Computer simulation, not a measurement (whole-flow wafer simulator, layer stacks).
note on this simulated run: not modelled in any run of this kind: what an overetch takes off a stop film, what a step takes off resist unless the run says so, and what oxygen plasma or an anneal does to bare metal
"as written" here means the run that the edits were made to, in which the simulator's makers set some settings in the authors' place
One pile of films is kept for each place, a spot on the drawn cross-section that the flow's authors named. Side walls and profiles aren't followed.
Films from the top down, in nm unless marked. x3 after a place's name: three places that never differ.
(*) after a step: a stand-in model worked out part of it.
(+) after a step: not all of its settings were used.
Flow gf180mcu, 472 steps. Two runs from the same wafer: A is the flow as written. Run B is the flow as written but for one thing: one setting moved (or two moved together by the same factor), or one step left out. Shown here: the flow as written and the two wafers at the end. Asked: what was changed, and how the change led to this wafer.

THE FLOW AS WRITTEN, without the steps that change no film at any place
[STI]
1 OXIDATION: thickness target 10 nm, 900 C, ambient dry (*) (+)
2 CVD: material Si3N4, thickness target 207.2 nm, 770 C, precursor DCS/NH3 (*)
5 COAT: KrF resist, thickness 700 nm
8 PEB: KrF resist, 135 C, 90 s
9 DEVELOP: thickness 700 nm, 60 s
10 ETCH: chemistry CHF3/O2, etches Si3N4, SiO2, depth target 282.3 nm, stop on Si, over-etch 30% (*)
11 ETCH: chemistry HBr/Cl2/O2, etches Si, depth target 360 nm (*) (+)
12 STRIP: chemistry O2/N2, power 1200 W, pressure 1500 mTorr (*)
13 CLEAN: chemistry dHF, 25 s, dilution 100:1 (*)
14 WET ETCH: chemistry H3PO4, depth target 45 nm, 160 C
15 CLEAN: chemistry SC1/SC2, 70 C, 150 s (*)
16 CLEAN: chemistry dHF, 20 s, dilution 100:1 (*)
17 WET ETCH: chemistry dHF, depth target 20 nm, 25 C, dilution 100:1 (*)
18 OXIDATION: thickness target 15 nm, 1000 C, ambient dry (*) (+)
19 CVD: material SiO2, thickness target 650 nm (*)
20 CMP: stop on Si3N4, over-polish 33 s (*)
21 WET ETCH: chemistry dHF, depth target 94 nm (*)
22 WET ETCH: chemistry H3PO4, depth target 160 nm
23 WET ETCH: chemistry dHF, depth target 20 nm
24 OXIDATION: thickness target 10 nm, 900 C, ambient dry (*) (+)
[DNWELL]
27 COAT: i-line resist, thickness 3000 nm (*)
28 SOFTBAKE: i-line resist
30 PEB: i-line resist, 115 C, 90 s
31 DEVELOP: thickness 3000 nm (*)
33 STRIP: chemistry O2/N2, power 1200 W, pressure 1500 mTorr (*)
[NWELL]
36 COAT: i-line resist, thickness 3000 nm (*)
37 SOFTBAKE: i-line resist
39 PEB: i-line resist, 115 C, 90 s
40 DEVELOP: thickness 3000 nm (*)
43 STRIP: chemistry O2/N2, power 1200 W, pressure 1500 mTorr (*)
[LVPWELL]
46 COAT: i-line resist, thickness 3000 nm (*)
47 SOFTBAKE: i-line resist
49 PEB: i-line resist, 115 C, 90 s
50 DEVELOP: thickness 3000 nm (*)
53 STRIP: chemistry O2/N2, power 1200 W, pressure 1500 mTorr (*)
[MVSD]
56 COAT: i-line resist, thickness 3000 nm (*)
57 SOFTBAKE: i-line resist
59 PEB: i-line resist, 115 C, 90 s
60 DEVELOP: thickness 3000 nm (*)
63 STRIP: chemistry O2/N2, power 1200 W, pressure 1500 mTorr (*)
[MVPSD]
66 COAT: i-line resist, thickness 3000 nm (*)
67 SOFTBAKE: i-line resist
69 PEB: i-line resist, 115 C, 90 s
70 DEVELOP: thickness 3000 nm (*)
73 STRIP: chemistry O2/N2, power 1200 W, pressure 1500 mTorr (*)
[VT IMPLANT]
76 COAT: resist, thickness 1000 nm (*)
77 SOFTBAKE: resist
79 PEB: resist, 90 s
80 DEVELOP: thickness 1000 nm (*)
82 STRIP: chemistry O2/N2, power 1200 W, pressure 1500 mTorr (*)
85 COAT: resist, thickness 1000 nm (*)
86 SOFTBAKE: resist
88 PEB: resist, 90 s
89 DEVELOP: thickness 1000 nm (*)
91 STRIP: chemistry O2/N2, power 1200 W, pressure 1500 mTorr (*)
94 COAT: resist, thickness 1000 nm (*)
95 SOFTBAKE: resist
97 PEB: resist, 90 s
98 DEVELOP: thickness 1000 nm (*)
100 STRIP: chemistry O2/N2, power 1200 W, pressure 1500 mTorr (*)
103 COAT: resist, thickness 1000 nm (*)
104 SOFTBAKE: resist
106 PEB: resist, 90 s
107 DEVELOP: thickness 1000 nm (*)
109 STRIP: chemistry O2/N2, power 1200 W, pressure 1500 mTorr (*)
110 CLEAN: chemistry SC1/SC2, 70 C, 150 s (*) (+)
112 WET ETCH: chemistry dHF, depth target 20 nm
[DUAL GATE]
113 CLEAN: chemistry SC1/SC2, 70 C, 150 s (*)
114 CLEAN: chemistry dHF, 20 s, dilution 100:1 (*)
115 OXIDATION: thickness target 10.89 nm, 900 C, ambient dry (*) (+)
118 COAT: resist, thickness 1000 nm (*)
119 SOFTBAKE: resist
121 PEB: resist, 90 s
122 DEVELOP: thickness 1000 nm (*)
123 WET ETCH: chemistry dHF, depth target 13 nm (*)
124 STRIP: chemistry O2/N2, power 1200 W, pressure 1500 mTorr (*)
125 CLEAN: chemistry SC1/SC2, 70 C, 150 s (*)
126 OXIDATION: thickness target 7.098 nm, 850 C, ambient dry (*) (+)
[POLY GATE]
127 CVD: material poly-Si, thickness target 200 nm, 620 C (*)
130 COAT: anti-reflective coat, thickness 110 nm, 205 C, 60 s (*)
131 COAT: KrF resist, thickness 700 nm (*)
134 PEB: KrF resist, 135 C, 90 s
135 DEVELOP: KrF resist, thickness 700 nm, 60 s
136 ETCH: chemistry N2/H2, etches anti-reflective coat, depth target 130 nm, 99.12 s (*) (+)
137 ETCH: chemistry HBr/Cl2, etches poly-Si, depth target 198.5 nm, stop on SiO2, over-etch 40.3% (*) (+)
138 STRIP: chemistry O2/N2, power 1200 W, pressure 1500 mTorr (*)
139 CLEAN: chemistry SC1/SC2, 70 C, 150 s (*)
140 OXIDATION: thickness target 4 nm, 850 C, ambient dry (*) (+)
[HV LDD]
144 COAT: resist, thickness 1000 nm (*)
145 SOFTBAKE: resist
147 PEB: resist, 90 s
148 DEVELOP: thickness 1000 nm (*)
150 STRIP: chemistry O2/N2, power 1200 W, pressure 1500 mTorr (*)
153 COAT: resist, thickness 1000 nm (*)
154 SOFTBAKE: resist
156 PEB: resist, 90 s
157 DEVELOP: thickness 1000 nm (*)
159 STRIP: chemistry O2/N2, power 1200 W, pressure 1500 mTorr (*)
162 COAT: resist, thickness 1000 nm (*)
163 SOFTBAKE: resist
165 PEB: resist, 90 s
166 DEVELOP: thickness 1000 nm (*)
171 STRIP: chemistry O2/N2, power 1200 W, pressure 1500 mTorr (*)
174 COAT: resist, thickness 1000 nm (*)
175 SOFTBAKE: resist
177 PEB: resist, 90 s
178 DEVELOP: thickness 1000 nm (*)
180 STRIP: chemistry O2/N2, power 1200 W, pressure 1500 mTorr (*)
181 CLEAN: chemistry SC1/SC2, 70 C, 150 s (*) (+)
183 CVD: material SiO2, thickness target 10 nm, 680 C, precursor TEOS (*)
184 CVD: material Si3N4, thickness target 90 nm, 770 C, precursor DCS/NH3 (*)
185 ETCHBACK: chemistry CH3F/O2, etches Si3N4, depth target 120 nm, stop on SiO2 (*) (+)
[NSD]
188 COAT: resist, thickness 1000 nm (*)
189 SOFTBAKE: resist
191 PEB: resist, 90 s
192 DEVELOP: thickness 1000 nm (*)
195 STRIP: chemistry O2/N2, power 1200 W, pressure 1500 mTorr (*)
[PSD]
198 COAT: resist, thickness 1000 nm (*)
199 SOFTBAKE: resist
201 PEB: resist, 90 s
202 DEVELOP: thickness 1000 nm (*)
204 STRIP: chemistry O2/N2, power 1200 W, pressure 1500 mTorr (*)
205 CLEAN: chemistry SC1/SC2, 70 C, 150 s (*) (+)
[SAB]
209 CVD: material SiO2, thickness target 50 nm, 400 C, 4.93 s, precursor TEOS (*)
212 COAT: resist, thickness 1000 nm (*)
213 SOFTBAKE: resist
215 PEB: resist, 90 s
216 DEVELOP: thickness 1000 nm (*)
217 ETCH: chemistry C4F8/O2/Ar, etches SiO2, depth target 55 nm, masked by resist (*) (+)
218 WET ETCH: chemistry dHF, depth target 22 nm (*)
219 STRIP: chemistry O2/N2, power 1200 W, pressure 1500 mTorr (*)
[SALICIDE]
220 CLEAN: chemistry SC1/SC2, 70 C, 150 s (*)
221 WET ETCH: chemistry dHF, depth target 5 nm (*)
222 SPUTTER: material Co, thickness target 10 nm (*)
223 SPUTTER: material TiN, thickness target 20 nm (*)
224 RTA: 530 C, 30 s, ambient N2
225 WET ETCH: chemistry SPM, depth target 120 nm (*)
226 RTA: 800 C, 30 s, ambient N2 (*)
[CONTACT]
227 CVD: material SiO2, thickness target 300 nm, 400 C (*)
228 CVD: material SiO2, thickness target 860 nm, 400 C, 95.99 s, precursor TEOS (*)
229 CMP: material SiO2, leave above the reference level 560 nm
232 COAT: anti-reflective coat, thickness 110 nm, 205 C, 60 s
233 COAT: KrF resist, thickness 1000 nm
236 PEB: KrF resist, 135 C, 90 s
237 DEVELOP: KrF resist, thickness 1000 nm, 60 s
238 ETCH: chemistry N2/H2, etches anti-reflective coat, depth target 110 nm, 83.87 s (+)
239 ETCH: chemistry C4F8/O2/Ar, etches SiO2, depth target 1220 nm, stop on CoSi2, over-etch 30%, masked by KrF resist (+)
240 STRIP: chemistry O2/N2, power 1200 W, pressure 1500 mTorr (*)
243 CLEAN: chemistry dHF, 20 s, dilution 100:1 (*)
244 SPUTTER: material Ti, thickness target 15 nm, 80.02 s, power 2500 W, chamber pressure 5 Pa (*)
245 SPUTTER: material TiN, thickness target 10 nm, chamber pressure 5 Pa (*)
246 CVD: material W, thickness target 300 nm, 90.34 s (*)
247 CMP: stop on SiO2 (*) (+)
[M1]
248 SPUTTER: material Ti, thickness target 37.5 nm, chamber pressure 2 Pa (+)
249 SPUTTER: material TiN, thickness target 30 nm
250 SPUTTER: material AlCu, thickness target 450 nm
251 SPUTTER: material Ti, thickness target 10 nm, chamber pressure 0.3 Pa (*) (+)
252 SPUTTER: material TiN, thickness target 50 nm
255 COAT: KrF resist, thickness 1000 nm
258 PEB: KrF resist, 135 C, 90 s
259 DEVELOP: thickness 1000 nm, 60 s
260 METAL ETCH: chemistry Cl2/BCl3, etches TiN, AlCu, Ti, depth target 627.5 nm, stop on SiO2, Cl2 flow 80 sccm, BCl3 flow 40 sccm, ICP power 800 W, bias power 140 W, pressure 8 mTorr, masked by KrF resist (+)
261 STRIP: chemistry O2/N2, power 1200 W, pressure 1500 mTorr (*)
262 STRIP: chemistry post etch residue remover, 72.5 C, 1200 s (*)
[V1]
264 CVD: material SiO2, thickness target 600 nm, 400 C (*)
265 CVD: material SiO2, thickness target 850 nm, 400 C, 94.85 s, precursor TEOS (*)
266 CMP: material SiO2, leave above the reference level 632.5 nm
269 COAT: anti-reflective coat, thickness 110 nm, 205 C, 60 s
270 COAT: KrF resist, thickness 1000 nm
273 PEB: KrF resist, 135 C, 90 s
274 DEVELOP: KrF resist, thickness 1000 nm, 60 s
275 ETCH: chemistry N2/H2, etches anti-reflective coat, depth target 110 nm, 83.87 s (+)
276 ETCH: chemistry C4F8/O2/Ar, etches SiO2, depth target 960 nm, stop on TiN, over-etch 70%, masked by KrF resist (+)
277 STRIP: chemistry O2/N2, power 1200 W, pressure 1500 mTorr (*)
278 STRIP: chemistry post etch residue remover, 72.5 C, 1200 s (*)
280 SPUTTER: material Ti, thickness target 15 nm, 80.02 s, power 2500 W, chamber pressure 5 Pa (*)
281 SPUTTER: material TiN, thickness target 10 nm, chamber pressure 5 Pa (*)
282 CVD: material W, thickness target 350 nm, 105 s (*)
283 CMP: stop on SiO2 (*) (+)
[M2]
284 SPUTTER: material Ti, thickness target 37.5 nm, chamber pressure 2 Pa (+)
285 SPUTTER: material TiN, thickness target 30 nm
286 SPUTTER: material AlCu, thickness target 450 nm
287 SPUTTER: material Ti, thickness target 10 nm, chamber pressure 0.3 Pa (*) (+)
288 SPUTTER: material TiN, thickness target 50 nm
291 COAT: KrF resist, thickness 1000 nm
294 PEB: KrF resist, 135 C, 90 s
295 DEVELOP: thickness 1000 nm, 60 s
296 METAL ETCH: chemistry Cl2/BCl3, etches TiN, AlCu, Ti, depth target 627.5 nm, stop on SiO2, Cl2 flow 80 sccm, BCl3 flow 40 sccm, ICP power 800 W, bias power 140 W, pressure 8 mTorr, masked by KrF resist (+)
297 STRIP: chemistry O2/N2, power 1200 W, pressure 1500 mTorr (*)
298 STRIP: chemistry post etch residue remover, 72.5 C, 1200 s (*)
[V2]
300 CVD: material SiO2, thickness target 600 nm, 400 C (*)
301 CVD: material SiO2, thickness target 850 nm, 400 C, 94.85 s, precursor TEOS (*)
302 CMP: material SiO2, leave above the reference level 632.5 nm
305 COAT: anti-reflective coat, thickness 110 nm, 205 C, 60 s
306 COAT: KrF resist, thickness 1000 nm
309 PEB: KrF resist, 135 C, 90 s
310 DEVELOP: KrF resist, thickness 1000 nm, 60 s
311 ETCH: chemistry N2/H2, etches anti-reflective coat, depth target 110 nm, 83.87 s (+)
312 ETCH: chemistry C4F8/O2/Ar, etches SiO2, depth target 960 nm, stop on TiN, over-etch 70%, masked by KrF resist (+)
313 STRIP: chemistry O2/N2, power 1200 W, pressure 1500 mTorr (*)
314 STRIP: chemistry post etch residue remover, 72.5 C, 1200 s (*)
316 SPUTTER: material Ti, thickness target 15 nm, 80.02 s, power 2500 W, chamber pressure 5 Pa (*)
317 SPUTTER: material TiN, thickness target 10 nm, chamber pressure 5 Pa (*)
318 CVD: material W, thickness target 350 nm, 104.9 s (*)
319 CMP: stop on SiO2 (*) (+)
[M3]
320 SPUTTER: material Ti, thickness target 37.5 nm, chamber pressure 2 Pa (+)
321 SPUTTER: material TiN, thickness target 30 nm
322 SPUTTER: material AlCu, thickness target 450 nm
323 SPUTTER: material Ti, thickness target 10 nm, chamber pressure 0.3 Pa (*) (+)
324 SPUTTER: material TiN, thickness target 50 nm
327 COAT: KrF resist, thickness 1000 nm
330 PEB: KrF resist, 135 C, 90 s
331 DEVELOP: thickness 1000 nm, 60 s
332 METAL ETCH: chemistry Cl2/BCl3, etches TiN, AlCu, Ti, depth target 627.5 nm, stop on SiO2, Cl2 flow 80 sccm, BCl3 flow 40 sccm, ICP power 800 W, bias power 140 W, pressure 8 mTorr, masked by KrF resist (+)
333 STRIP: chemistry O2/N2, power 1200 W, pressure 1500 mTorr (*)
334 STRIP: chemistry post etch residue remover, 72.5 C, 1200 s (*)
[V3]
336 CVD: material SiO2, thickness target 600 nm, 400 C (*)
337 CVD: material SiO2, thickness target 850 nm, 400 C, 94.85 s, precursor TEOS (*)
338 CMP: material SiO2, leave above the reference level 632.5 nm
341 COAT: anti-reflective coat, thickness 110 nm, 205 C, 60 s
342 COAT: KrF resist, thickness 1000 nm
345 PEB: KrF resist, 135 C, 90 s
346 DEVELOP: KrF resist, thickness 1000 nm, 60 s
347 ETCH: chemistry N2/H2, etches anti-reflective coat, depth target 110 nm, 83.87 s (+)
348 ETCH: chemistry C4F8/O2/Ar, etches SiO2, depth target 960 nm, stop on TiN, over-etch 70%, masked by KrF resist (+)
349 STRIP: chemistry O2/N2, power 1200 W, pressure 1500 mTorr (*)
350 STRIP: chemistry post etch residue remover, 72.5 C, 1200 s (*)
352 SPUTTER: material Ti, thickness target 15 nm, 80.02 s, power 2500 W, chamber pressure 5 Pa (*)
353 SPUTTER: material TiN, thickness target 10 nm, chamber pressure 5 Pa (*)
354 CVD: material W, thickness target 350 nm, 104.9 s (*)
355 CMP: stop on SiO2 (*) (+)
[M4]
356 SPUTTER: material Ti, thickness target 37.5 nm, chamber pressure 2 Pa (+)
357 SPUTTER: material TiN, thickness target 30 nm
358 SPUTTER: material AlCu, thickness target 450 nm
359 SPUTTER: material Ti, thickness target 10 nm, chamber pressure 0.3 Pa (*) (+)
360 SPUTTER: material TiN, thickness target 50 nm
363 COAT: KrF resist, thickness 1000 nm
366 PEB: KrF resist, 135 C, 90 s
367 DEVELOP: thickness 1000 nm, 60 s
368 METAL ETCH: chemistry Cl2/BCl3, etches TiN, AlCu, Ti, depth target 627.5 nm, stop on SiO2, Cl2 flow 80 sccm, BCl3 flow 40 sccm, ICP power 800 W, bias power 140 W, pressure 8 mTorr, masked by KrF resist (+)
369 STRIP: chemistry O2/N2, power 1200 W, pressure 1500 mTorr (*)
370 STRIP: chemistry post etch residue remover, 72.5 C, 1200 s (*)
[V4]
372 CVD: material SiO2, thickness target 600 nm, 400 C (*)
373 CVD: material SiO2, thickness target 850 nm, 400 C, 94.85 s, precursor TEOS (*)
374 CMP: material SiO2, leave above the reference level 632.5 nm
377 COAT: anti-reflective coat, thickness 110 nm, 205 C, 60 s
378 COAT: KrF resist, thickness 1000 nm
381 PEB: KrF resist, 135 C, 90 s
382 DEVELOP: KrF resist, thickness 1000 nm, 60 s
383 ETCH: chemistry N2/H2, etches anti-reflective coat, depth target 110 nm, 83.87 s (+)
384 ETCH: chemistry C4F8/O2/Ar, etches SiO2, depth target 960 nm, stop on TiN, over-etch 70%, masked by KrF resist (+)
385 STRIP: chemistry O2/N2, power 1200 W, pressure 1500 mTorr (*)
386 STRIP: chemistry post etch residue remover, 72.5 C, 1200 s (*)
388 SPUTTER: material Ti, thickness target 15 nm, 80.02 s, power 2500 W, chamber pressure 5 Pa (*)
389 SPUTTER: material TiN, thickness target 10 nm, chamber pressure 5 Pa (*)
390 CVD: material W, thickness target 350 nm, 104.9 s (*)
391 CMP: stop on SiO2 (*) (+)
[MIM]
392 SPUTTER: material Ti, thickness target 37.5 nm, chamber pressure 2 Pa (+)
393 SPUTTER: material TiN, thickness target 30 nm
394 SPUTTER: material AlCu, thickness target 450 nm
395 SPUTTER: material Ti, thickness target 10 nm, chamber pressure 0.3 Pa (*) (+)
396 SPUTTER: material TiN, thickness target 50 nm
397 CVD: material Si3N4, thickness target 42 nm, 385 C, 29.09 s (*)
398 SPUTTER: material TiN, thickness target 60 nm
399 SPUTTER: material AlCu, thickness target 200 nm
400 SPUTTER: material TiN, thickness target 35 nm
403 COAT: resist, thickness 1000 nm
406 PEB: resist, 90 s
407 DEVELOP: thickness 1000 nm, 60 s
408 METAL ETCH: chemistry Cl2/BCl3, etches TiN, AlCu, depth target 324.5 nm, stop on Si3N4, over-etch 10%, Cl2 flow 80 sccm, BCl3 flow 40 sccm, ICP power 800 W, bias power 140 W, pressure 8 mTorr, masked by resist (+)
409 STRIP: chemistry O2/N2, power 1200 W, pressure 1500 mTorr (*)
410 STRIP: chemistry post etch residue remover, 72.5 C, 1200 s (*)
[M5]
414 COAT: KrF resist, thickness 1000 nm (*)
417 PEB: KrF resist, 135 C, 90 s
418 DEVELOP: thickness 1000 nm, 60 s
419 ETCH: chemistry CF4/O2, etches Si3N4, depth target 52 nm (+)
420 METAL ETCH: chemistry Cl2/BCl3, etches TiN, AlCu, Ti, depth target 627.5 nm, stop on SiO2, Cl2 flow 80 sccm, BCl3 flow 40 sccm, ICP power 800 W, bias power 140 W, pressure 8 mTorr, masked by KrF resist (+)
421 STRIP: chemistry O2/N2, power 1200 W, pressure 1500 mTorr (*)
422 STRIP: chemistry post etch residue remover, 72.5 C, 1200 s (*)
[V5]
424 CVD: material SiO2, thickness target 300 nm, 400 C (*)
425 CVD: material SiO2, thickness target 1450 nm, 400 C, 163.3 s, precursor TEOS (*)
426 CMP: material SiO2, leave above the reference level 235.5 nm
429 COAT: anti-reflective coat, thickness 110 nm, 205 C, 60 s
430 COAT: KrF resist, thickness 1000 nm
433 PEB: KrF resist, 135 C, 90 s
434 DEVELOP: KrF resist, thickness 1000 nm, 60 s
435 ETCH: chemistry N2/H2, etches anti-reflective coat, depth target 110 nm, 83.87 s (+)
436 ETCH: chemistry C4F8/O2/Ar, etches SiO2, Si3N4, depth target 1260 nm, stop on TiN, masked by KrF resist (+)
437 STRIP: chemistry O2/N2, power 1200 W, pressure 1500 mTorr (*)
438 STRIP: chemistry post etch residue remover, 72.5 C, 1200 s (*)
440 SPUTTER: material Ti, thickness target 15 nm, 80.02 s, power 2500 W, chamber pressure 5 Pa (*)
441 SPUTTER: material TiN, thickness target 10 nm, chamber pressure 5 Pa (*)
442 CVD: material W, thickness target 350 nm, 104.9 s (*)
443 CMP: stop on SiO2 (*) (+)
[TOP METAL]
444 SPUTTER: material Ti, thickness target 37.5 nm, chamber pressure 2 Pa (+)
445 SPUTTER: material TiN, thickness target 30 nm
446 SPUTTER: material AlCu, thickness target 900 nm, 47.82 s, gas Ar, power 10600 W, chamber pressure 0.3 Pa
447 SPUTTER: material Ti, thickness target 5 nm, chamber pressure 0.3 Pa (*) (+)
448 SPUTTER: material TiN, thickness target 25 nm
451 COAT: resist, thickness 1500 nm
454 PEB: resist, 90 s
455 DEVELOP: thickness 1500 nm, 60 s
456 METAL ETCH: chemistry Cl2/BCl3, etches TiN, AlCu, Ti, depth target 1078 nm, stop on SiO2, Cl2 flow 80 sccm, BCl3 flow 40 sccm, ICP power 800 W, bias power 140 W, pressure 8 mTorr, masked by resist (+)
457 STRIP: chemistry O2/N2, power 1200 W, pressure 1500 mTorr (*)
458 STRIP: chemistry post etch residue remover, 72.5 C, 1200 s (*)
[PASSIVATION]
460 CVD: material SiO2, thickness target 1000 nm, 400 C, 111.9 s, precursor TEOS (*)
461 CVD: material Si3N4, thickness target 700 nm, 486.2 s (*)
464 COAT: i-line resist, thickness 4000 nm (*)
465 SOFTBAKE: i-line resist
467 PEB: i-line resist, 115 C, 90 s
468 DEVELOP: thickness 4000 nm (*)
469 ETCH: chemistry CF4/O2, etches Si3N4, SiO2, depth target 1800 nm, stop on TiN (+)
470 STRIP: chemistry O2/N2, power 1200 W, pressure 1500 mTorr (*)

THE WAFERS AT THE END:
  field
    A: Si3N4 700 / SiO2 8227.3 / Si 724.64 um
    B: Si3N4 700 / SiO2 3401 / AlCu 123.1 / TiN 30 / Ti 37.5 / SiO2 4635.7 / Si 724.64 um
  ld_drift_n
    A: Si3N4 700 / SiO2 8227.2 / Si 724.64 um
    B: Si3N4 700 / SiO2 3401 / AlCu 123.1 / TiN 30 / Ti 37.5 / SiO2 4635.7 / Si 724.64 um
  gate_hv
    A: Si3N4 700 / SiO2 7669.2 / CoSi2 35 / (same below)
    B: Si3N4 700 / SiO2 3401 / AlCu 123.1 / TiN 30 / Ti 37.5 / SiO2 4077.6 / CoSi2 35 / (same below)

The cause: step 368, METAL ETCH: depth target 381.2 nm was run, where the flow has depth target 627.5 nm.

How the change led to this, step by step:
  368 METAL ETCH: chemistry Cl2/BCl3, etches TiN, AlCu, Ti, depth target 627.5 nm, stop on SiO2, Cl2 flow 80 sccm, BCl3 flow 40 sccm, ICP power 800 W, bias power 140 W, pressure 8 mTorr, masked by KrF resist (+)
      field, field__w1, field__w2 and 103 more: A TiN -50 (all of it), Ti -10 (all of it), AlCu -450 (all of it), TiN -30 (all of it), Ti -37.5 (all of it) | B TiN -50 (all of it), Ti -10 (all of it), AlCu -321.2
      field__w8, contact, m1, m1__w1, m1_nw: A KrF resist -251 | B KrF resist -152.5
  369 STRIP: chemistry O2/N2, power 1200 W, pressure 1500 mTorr (*)
      field__w8, contact, m1, m1__w1, m1_nw: A KrF resist -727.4 (all of it) | B KrF resist -825.9 (all of it)
  370 STRIP: chemistry post etch residue remover, 72.5 C, 1200 s (*)
      field, field__w1, field__w2 and 103 more: A nothing | B AlCu -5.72
  372 CVD: material SiO2, thickness target 600 nm, 400 C (*)
      field, field__w1, field__w2 and 103 more: A SiO2 +600 | B SiO2 +600 (new film)
  374 CMP: material SiO2, leave above the reference level 632.5 nm
      field, field__w1, field__w2 and 103 more: A SiO2 -300 | B SiO2 -490.6
Counting metal films that touch as one body, field has 1 body; the flow as written gives 0 bodies.
Counting metal films that touch as one body, ld_drift_n has 1 body; the flow as written gives 0 bodies.
Counting metal films that touch as one body, gate_hv has 2 bodies (between them, from the top down: SiO2 4077.6); the flow as written gives 1 body.
